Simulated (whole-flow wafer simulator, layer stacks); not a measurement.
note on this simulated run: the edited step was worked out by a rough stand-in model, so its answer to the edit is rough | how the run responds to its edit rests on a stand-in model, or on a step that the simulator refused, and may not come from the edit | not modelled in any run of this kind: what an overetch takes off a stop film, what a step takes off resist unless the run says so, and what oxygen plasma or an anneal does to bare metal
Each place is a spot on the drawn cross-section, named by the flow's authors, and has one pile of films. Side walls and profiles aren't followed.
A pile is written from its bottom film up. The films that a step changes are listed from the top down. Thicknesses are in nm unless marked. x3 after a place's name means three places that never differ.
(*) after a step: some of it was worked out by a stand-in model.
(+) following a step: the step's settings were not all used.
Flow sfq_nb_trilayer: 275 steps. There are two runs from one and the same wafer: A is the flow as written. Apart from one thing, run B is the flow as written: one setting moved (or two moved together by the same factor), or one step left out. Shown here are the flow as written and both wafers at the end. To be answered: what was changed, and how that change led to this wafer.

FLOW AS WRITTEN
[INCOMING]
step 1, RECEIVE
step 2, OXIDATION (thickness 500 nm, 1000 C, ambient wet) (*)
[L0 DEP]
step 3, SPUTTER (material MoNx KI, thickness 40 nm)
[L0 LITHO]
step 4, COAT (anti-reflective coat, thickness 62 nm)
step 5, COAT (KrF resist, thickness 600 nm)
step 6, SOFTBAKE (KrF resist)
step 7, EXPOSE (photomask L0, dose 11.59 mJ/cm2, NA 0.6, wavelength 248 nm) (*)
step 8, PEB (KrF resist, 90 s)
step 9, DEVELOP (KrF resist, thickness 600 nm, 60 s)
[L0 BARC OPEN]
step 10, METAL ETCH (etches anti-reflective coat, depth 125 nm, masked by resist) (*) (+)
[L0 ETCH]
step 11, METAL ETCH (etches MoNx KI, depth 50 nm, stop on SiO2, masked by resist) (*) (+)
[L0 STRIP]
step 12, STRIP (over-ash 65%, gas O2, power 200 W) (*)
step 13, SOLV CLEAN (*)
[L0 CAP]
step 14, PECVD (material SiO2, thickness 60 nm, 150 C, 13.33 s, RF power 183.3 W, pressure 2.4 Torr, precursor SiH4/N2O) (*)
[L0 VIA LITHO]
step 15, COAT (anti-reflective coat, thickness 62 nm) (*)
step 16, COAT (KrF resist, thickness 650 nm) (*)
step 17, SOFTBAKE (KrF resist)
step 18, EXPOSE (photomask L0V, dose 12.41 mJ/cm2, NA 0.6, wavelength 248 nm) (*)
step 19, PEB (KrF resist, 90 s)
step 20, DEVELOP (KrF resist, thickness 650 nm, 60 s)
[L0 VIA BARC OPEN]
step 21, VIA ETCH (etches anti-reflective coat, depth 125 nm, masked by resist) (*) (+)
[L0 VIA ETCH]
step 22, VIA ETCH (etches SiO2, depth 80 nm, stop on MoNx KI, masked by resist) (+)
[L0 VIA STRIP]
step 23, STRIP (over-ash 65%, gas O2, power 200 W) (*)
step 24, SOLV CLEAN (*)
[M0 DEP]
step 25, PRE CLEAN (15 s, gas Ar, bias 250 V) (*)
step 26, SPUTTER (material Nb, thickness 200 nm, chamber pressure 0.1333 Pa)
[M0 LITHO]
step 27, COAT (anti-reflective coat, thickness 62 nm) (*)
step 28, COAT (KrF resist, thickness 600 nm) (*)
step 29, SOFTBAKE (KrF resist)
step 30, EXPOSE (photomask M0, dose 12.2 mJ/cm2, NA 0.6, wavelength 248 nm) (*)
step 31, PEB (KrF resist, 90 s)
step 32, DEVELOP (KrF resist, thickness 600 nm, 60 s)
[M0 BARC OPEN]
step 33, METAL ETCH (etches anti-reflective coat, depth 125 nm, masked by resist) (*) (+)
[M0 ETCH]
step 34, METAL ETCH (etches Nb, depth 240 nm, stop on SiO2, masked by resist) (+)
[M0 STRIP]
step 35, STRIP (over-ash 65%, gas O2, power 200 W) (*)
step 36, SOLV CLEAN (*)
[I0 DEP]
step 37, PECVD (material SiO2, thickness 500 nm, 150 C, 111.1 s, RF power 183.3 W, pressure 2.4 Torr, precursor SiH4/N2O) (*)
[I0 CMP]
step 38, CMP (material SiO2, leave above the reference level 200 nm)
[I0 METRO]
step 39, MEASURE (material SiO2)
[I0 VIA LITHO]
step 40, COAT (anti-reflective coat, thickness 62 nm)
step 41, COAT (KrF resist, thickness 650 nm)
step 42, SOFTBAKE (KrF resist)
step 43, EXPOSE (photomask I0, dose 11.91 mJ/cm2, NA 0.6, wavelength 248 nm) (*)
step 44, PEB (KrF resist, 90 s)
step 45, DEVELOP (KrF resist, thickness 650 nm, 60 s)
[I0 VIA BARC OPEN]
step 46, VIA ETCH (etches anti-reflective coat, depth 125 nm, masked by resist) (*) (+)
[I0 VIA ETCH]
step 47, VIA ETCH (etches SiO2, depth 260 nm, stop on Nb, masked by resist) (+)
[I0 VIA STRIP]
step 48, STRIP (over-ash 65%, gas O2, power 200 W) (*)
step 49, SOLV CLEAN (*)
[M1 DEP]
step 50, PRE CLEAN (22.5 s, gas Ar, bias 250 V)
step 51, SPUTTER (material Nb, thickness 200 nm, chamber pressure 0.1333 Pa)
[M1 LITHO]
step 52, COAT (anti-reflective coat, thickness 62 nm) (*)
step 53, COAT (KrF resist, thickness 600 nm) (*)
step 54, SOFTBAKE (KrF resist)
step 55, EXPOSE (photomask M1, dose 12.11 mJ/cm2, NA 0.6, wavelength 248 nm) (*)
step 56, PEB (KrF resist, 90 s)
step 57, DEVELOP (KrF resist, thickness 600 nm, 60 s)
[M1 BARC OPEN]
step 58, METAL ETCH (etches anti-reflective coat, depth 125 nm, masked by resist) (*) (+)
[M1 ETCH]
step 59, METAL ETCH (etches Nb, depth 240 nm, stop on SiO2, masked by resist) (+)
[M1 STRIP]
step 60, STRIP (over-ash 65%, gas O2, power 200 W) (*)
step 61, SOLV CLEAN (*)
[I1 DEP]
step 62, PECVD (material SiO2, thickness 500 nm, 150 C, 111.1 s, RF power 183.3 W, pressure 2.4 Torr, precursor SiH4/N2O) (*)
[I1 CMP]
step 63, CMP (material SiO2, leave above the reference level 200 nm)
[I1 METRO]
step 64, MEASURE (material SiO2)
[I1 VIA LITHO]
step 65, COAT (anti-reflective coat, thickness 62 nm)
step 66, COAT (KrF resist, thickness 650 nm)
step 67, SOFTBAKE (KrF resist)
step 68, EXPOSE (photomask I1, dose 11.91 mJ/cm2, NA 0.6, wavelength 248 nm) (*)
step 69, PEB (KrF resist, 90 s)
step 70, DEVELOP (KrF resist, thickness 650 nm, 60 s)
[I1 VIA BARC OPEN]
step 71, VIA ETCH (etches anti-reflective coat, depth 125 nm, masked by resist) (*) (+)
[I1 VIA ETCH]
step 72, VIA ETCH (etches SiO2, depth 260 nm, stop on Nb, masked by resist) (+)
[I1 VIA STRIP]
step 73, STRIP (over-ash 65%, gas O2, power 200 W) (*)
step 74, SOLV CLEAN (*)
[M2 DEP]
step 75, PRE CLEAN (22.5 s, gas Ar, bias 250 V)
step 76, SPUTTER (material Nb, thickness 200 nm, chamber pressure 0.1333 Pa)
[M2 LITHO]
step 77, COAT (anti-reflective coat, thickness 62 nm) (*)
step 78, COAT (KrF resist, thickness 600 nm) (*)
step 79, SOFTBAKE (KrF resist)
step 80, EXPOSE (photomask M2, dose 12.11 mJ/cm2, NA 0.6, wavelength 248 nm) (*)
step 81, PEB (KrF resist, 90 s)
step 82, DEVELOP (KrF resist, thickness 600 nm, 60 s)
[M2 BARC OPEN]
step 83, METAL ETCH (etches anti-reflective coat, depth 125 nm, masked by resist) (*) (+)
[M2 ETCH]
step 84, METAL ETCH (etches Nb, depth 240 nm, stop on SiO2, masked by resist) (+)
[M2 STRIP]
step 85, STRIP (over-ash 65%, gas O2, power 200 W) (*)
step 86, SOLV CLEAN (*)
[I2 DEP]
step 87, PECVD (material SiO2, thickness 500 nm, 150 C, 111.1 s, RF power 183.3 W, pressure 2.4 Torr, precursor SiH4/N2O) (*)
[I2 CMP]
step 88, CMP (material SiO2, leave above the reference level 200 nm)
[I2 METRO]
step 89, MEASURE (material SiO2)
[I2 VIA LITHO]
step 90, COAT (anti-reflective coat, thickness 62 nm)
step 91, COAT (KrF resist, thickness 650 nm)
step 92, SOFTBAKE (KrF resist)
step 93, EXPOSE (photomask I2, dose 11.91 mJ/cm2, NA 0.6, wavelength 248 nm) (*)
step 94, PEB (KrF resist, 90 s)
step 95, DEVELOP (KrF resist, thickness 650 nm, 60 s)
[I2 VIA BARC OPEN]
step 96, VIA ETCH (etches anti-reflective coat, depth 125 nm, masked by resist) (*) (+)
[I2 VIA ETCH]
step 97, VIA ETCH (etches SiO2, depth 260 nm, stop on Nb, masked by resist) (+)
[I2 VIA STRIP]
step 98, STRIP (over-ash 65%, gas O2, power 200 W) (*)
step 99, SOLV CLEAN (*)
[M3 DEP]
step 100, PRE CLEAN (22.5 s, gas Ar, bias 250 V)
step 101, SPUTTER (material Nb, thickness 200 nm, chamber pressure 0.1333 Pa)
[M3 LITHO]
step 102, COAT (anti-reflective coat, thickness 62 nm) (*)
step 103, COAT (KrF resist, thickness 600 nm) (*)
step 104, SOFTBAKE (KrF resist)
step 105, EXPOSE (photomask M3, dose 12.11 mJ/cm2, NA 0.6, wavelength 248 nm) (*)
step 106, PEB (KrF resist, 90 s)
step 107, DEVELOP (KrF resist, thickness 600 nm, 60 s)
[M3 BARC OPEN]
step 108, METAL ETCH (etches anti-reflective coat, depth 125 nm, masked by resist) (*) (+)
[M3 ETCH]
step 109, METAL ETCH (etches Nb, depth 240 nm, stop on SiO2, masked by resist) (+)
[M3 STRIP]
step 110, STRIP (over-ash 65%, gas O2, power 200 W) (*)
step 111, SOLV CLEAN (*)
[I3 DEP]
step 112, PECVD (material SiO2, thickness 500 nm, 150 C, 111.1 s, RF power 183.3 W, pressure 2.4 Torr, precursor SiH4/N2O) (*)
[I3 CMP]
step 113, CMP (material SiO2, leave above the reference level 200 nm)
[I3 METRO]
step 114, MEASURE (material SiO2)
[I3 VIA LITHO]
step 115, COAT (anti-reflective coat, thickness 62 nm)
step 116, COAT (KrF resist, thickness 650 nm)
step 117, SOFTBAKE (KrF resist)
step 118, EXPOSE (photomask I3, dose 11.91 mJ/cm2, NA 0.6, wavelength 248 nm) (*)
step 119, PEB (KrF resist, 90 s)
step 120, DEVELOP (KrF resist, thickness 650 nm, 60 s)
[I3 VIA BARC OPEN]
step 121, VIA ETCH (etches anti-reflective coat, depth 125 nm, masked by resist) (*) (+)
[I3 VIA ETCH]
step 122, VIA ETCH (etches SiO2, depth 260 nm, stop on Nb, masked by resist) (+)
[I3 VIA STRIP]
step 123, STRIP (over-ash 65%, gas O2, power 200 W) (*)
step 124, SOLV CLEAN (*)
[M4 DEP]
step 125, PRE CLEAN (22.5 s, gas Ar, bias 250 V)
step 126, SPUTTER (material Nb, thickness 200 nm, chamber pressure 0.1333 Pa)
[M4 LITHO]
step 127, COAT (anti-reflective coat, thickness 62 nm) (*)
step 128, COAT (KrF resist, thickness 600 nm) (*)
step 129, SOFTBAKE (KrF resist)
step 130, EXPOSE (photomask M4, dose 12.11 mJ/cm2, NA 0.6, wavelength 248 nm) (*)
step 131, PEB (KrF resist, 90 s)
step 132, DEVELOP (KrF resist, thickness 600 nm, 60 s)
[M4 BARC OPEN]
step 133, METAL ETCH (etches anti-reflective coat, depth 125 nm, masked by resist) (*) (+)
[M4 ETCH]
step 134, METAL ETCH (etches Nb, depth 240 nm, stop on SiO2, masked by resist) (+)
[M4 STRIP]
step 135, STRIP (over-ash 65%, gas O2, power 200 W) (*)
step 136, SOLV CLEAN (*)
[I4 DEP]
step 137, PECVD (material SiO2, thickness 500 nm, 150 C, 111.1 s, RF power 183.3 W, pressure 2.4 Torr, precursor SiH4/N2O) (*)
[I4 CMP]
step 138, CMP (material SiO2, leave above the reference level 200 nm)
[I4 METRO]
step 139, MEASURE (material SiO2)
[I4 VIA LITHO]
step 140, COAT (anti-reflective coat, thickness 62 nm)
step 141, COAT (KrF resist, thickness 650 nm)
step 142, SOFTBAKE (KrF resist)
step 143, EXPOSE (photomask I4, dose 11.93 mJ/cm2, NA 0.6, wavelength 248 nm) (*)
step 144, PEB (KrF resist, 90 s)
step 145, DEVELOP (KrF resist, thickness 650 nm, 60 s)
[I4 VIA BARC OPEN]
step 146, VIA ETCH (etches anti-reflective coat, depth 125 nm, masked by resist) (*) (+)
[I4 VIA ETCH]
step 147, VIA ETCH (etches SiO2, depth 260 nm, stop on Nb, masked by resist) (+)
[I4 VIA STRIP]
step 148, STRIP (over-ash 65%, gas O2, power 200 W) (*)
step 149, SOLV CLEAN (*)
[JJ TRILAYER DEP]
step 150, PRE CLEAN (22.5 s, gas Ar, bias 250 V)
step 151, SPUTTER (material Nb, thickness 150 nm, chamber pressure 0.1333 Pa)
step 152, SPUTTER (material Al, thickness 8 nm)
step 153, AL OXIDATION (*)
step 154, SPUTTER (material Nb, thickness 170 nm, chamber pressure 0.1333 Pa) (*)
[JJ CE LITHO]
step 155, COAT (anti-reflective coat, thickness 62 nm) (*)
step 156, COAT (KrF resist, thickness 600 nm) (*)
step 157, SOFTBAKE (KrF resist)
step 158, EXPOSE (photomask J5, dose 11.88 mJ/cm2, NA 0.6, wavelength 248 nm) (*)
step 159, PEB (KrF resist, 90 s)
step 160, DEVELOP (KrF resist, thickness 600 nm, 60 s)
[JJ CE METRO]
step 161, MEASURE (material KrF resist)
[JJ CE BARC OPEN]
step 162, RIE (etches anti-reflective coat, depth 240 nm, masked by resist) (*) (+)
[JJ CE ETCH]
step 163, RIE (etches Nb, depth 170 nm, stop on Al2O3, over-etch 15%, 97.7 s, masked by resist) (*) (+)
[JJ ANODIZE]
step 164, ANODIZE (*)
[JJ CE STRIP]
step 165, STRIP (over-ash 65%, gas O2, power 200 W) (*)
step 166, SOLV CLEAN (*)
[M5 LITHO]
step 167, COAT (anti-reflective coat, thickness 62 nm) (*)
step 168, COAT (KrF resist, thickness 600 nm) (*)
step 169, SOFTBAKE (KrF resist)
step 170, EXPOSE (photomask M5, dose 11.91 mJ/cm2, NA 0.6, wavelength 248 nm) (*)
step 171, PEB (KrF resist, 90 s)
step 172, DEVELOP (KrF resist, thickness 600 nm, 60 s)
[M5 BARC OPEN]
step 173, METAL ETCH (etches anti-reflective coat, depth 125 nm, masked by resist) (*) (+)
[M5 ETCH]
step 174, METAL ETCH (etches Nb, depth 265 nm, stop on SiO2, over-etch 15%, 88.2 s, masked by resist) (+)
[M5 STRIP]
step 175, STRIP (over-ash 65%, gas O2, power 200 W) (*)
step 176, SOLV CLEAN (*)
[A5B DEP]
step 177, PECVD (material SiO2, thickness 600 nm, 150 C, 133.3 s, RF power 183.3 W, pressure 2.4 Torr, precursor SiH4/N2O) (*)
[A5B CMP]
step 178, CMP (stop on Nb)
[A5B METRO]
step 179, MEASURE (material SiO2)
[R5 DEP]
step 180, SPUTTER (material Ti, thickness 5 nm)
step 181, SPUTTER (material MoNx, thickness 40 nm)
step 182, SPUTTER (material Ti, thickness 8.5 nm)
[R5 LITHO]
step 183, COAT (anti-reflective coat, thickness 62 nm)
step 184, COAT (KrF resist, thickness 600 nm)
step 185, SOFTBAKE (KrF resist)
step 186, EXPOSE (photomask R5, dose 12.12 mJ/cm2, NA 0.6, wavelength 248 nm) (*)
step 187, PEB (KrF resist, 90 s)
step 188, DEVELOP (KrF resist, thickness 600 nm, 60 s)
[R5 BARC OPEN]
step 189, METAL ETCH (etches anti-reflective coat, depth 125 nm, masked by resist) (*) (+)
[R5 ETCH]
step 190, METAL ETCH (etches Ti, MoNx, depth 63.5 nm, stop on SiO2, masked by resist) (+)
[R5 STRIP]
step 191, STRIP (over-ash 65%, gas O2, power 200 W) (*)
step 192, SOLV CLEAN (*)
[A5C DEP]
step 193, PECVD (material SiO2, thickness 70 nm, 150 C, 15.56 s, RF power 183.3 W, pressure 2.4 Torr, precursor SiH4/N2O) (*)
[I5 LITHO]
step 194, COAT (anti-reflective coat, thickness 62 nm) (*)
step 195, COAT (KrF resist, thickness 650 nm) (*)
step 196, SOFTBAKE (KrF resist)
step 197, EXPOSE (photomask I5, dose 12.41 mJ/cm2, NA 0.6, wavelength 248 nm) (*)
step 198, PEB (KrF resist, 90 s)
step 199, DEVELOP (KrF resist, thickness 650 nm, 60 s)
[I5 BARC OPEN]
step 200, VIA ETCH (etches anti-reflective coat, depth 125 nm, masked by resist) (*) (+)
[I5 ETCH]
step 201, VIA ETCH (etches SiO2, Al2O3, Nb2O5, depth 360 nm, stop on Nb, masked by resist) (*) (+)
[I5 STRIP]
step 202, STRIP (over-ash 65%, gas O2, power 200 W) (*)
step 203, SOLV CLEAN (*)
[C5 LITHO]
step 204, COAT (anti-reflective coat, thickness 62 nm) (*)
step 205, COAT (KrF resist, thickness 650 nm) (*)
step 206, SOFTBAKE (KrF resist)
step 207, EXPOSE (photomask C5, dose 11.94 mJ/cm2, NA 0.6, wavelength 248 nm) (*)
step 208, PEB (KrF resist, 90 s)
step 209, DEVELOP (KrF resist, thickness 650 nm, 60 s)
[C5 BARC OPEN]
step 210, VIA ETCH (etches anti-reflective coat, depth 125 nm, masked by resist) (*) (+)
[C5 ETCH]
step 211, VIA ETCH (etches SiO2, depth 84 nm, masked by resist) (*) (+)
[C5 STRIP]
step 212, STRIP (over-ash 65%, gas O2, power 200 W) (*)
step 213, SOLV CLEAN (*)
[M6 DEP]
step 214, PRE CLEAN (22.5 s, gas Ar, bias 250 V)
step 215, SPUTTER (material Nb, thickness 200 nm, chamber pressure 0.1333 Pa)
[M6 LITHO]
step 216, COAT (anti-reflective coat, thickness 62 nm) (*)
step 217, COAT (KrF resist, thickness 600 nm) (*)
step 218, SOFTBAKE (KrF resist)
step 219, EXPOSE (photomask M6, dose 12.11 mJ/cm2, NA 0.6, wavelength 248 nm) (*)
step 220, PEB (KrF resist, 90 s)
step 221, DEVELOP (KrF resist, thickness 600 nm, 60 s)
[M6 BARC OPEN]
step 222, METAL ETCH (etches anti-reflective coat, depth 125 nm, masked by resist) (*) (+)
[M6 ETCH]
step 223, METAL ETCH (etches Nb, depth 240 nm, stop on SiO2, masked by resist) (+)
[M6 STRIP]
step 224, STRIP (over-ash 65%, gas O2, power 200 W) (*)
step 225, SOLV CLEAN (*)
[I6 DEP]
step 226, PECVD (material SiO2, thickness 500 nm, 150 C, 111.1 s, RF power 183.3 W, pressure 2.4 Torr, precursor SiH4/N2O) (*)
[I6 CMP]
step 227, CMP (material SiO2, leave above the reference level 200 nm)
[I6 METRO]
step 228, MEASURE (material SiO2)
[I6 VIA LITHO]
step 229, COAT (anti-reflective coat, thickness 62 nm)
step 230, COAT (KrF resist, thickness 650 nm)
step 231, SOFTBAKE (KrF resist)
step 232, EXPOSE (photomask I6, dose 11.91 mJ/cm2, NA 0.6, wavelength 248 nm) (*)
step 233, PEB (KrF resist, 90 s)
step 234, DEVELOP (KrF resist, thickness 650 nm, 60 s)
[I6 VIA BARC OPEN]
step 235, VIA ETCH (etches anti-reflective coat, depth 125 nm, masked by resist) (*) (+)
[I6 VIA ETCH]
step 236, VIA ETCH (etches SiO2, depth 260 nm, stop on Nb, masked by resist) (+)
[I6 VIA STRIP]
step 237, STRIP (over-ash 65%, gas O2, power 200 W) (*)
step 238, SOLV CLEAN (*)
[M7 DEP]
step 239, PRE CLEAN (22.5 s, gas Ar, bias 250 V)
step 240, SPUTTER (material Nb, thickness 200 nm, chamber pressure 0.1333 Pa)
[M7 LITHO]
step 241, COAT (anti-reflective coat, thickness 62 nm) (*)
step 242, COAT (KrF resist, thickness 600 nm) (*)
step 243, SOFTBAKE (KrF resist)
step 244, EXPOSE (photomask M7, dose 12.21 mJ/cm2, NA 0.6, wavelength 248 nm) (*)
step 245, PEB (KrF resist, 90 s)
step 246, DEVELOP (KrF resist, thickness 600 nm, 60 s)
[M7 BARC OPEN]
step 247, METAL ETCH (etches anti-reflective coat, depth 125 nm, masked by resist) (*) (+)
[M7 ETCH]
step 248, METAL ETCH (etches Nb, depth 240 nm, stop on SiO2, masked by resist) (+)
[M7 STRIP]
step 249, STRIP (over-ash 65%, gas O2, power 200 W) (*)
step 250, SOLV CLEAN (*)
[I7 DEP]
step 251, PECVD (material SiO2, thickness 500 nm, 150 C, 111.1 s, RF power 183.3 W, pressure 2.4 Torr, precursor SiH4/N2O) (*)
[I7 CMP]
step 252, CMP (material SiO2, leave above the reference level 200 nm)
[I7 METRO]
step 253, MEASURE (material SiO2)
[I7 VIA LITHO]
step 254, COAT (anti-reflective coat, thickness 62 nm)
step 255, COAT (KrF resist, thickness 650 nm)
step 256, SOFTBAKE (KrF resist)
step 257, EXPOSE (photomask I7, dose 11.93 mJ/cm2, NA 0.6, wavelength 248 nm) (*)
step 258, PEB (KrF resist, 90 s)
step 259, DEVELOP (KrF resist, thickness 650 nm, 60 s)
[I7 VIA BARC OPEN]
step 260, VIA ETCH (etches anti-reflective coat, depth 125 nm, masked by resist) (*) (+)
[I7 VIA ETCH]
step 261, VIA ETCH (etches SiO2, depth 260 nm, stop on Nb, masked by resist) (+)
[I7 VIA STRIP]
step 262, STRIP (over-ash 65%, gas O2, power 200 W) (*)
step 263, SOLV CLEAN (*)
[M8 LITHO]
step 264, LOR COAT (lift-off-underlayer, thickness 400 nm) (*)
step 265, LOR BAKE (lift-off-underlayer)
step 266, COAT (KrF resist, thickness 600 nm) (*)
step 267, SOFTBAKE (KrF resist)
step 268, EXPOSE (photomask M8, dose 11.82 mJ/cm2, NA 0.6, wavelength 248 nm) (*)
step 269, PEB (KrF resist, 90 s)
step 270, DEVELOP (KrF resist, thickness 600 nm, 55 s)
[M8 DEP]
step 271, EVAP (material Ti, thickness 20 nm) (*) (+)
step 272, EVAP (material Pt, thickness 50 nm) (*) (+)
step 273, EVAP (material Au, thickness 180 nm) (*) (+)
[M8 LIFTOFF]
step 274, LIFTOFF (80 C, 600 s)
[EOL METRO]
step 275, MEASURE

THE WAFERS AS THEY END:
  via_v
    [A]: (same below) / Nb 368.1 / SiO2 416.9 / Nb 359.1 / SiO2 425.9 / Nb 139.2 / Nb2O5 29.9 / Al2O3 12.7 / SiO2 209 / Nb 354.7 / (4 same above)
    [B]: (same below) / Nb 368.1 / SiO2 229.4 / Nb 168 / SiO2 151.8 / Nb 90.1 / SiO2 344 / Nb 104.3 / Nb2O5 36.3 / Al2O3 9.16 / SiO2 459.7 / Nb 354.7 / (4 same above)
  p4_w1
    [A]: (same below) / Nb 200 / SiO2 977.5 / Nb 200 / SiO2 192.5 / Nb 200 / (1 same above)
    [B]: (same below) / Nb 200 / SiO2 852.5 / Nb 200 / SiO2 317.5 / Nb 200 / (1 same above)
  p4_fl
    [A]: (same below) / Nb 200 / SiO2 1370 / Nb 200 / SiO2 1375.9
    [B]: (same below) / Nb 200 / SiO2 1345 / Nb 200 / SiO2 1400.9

Cause: step 87, PECVD: thickness 275 nm was run, though the flow has thickness 500 nm; step 87, PECVD: 61.11 s was run, where the flow has 111.1 s.

How this came from the change, step by step:
  step 87, PECVD (material SiO2, thickness 500 nm, 150 C, 111.1 s, RF power 183.3 W, pressure 2.4 Torr, precursor SiH4/N2O) (*)
      field_l, be, be_sur and 81 more: A SiO2 gains 500 | B SiO2 gains 275
      v_sur, via_wl, via_w and 18 more: A SiO2 gains 500 (new film) | B SiO2 gains 275 (new film)
      (as well as at 1 more place)
  step 88, CMP (material SiO2, leave above the reference level 200 nm)
      field_l, be, be_sur and 81 more: A SiO2 loses 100 | B nothing
      via_v: A SiO2 loses 181.6 | B nothing
      (as well as at 21 more places)
  step 90, COAT (anti-reflective coat, thickness 62 nm)
      ce_l, c5j, p3_s3, p3_l4, p3_s4: A anti-reflective coat gains 62 (new film) | B anti-reflective coat gains 63.4 (new film)
      p3_l2, p3_s2, p3_s5, p3_l6: A anti-reflective coat gains 62 (new film) | B anti-reflective coat gains 63.6 (new film)
      (as well as at 68 more places)
  step 91, COAT (KrF resist, thickness 650 nm)
      m0r_line_l, m6r_line_l, m7r_line_l: A KrF resist gains 650 (new film) | B KrF resist gains 674.9 (new film)
      m0r_space_l, m6r_space_l, m7r_space_l: A KrF resist gains 650 (new film) | B KrF resist gains 665.1 (new film)
      (as well as at 53 more places)
  step 95, DEVELOP (KrF resist, thickness 650 nm, 60 s)
      via_w: A KrF resist loses 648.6 (all of it) | B KrF resist loses 604.5 (all of it)
  step 96, VIA ETCH (etches anti-reflective coat, depth 125 nm, masked by resist) (*) (+)
      field_l, v_sur, via_wl and 102 more: A KrF resist loses 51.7 | B KrF resist loses 43.3
      via_w: A anti-reflective coat loses 62 (all of it), SiO2 loses 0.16 | B anti-reflective coat loses 52 (all of it), SiO2 loses 0.13
  step 98, STRIP (over-ash 65%, gas O2, power 200 W) (*)
      field_r, lsp_l, ln_m5: A KrF resist loses 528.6 (all of it), anti-reflective coat loses 62 (all of it) | B KrF resist loses 542.3 (all of it), anti-reflective coat loses 62.8 (all of it)
      m0r_line_l, m6r_line_l, m7r_line_l: A KrF resist loses 528.6 (all of it), anti-reflective coat loses 62 (all of it) | B KrF resist loses 561.8 (all of it), anti-reflective coat loses 62.9 (all of it)
      (as well as at 94 more places)
  step 101, SPUTTER (material Nb, thickness 200 nm, chamber pressure 0.1333 Pa)
      via_v: A Nb gains 200 (new film) | B Nb gains 168 (new film)
  step 102, COAT (anti-reflective coat, thickness 62 nm) (*)
      p3_s2, p3_l3, p3_l5 and 6 more: A anti-reflective coat gains 62 (new film) | B anti-reflective coat gains 63.4 (new film)
      m0r_space_l, m0r_space_r, m6r_space_l, m6r_space_r, m7r_space_l, m7r_space_r: A anti-reflective coat gains 62 (new film) | B anti-reflective coat gains 75.4 (new film)
      (as well as at 68 more places)
  step 103, COAT (KrF resist, thickness 600 nm) (*)
      m0r_line_l, m0r_line_r, m6r_line_l, m6r_line_r, m7r_line_l, m7r_line_r: A KrF resist gains 600 (new film) | B KrF resist gains 622.1 (new film)
      m0r_space_l, m0r_space_r, m6r_space_l, m6r_space_r, m7r_space_l, m7r_space_r: A KrF resist gains 600 (new film) | B KrF resist gains 616 (new film)
      (as well as at 50 more places)
  step 107, DEVELOP (KrF resist, thickness 600 nm, 60 s)
      m0r_line_l, m0r_line_r, m6r_line_l, m6r_line_r, m7r_line_l, m7r_line_r: A KrF resist loses 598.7 (all of it) | B KrF resist loses 620.8 (all of it)
      m0r_space_l, m0r_space_r, m6r_space_l, m6r_space_r, m7r_space_l, m7r_space_r: A KrF resist loses 598.7 (all of it) | B KrF resist loses 614.7 (all of it)
      (as well as at 28 more places)
  step 108, METAL ETCH (etches anti-reflective coat, depth 125 nm, masked by resist) (*) (+)
      r5r_spacepad_l, r5r_spacepad_r: A anti-reflective coat loses 62 (all of it) | B anti-reflective coat loses 125
      v_sur, via_wl, via_w and 28 more: A KrF resist loses 51.7 | B KrF resist loses 69.4
      (as well as at 54 more places)
  step 109, METAL ETCH (etches Nb, depth 240 nm, stop on SiO2, masked by resist) (+)
      r5r_spacepad_l, r5r_spacepad_r: A Nb loses 200 (all of it) | B anti-reflective coat loses 0.91 (all of it), Nb loses 200 (all of it)
  step 110, STRIP (over-ash 65%, gas O2, power 200 W) (*)
      v_sur: A KrF resist loses 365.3 (all of it), anti-reflective coat loses 61.1 (all of it) | B KrF resist loses 296.7 (all of it), anti-reflective coat loses 42.6 (all of it)
      via_wl: A KrF resist loses 384.2 (all of it), anti-reflective coat loses 34.2 (all of it) | B KrF resist loses 309.9 (all of it), anti-reflective coat loses 29.7 (all of it)
      (as well as at 28 more places)
  step 112, PECVD (material SiO2, thickness 500 nm, 150 C, 111.1 s, RF power 183.3 W, pressure 2.4 Torr, precursor SiH4/N2O) (*)
      via_v: A SiO2 gains 500 (new film) | B SiO2 gains 576.5 (new film)
  step 113, CMP (material SiO2, leave above the reference level 200 nm)
      field_l, be, be_sur and 64 more: A SiO2 loses 100 | B nothing
      p4_w1, p4_w2, p4_w3 and 6 more: A SiO2 loses 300 | B SiO2 loses 175
      (as well as at 9 more places)
  ... 29 other steps ...
  step 178, CMP (stop on Nb)
      via_v: A SiO2 loses 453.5 | B SiO2 loses 340.8
With metal films that touch counted as one body, via_v has 7 bodies (between them, from the top down: SiO2 437.8; SiO2 459.7 / Al2O3 9.16 / Nb2O5 36.3; SiO2 344; SiO2 151.8; SiO2 229.4; SiO2 192.5); the flow as written gives 6 bodies (between them, from the top down: SiO2 437.8; SiO2 209 / Al2O3 12.7 / Nb2O5 29.9; SiO2 425.9; SiO2 416.9; SiO2 192.5).
